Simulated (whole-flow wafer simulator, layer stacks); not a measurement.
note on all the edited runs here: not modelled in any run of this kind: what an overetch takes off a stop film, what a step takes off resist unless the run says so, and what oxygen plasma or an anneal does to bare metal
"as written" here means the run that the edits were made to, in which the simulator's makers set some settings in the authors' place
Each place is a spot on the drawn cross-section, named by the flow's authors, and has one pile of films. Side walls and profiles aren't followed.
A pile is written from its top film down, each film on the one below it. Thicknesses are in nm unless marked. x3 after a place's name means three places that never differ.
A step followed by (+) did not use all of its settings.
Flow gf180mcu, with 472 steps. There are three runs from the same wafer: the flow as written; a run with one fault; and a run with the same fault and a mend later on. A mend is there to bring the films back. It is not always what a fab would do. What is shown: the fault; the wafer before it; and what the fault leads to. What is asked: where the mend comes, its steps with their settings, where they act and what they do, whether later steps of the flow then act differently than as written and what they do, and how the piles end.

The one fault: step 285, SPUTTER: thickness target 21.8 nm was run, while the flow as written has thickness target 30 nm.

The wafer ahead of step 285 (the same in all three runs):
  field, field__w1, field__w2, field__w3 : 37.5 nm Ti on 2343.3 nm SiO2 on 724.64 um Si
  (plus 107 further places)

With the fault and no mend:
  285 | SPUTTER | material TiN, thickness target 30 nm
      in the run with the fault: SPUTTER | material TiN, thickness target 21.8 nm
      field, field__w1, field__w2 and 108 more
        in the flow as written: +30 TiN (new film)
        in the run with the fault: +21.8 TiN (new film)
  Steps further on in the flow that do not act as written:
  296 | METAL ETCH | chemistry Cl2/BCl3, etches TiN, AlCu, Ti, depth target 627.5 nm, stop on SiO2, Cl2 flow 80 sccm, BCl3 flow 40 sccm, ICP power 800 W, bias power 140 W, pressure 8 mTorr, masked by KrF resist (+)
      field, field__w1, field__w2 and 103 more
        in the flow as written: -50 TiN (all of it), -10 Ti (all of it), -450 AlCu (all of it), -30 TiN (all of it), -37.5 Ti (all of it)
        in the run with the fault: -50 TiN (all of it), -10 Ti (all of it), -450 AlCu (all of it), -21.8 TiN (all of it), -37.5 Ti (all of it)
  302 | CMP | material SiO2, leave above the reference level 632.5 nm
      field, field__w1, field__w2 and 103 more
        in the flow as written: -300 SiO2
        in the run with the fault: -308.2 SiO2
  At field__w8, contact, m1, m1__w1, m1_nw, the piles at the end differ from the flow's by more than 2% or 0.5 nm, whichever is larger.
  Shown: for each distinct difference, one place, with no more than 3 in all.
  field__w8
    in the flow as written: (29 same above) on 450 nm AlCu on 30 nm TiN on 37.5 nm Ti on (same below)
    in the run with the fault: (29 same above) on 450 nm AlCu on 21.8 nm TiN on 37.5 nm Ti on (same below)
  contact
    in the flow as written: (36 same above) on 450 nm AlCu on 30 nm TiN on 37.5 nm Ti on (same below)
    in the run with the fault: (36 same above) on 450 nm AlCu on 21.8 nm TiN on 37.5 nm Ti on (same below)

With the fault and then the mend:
  The mend follows step 285.
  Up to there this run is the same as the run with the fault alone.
  285a | SPUTTER | material TiN, thickness target 8.2 nm (the flow's step 285 again, with other settings)
      field, field__w1, field__w2 and 108 more
        +8.2 TiN
  Every later step of the flow that is run acts as written at every place that is followed.
  The piles end the same as the flow's at every place that both follow.
